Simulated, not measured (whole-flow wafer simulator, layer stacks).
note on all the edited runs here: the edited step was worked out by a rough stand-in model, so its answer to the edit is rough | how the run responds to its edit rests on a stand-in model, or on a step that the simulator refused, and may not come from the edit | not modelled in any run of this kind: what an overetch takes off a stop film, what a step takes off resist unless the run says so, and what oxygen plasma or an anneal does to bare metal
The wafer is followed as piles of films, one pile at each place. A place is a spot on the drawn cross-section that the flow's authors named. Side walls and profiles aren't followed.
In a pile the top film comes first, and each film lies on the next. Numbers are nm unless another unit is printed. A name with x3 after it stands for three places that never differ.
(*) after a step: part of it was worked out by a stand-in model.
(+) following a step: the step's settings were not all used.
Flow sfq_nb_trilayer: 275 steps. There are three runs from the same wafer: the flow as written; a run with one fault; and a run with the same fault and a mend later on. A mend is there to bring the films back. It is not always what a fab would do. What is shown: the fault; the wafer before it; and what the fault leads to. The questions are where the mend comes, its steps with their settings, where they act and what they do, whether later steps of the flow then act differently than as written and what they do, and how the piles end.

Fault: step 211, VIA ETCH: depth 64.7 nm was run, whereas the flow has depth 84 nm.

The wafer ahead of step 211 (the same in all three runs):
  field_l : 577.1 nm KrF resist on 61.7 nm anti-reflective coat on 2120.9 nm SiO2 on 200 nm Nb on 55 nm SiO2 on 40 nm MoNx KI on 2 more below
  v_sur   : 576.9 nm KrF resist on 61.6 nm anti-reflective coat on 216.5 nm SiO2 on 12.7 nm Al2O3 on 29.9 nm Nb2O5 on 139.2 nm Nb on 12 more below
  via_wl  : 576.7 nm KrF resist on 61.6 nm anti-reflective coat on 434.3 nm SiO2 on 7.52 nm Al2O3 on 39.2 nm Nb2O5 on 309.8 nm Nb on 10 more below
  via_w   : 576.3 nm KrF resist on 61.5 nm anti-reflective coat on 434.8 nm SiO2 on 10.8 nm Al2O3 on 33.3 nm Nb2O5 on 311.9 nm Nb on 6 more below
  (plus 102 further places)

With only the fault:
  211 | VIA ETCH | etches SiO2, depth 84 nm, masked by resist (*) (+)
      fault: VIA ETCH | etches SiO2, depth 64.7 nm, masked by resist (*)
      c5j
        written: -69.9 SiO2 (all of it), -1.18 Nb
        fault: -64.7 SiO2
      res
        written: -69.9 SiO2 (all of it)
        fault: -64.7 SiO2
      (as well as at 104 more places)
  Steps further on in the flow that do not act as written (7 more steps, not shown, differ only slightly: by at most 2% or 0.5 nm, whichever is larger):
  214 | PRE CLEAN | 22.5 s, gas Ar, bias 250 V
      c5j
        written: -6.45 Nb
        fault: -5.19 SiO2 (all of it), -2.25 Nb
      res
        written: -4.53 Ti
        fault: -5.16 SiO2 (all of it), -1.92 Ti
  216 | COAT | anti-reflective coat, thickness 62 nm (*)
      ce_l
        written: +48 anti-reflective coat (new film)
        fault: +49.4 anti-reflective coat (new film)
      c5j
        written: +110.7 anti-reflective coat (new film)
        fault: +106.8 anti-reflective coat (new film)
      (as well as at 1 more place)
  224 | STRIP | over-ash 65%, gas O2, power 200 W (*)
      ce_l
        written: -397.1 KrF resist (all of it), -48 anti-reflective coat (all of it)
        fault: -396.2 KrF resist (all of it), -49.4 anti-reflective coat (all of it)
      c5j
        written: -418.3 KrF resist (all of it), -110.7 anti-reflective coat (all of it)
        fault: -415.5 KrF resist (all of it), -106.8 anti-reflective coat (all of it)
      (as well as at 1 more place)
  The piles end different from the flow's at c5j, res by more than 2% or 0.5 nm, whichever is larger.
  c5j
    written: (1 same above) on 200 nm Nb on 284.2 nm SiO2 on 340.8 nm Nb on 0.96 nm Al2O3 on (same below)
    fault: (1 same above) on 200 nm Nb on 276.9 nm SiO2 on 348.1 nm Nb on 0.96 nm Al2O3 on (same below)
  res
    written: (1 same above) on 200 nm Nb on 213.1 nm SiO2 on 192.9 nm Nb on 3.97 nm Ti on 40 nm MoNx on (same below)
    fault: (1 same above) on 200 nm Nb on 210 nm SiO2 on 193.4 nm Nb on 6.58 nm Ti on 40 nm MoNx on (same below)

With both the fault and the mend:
  The mend stands after step 212.
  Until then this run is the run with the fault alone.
  212a | COAT | anti-reflective coat, thickness 62 nm (*) (the flow's step 204 again)
      lsp_l, ln_m5, p4_fl x3 and 61 more
        +62 anti-reflective coat (new film)
      field_r, lsp_m, ln_m6 and 7 more
        +61.9 anti-reflective coat (new film)
      v_sur, via_wl
        +61.5 anti-reflective coat (new film)
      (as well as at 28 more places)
  212b | COAT | KrF resist, thickness 650 nm (*) (the flow's step 205 again)
      l0_sur, p4_fl x3, p4_w1 x9 and 35 more
        +650 KrF resist (new film)
      l0v, wl_b_m5, wl_b_sr and 13 more
        +649.9 KrF resist (new film)
      ln_m6, wl_j_sl, wl_j_sr
        +650.2 KrF resist (new film)
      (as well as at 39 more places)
  212c | SOFTBAKE | KrF resist (the flow's step 206 again)
      leaves every film unchanged at each place that is followed
  212d | EXPOSE | photomask C5, dose 11.94 mJ/cm2, NA 0.6, wavelength 248 nm (*) (the flow's step 207 again)
      leaves every film unchanged at each place that is followed
  212e | PEB | KrF resist, 90 s (the flow's step 208 again)
      field_l, sp_r, res and 81 more
        -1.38 KrF resist
      v_sur, via_wl, via_w, via_wr, via_sp, be_sur, jj_sur
        -1.37 KrF resist
      r5r_line_l, r5r_line_c, r5r_line_r
        -1.34 KrF resist
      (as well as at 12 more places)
  212f | DEVELOP | KrF resist, thickness 650 nm, 60 s (the flow's step 209 again)
      field_l, v_sur, via_wl and 101 more
        -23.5 KrF resist
      c5j
        -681 KrF resist (all of it)
      res
        -650.1 KrF resist (all of it)
  212g | VIA ETCH | etches anti-reflective coat, depth 125 nm, masked by resist (+) (the flow's step 210 again)
      field_l, v_sur, via_wl and 101 more
        -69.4 KrF resist
      c5j
        -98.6 anti-reflective coat (all of it), -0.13 SiO2
      res
        -87.2 anti-reflective coat (all of it), -0.19 SiO2
  212h | VIA ETCH | etches SiO2, depth 19.3 nm, masked by resist (*) (+) (the flow's step 211 again, with other settings)
      field_l, v_sur, via_wr and 81 more
        -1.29 KrF resist
      via_wl, via_w, via_v and 17 more
        -1.28 KrF resist
      c5j
        -5.06 SiO2 (all of it), -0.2 Nb
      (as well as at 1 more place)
  212i | STRIP | over-ash 65%, gas O2, power 200 W (*) (the flow's step 212 again)
      p4_fl x3, p4_w1 x9, p4_g1 x2 and 33 more
        -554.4 KrF resist (all of it), -62 anti-reflective coat (all of it)
      wl_c_sl, wl_c_m6, wl_c_sr and 8 more
        -554.3 KrF resist (all of it), -62 anti-reflective coat (all of it)
      wl_b_sl, wl_b_m5, wl_b_sr, wl_f_sr, wl_g_sl, wl_g_m5
        -554.2 KrF resist (all of it), -62 anti-reflective coat (all of it)
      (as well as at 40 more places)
  Every later step of the flow that is run acts as written, at every place that is followed, to within 2% or 0.5 nm, whichever is larger.
  The piles end only slightly different from the flow's at the places that both follow, by no more than 2% or 0.5 nm, whichever is larger.
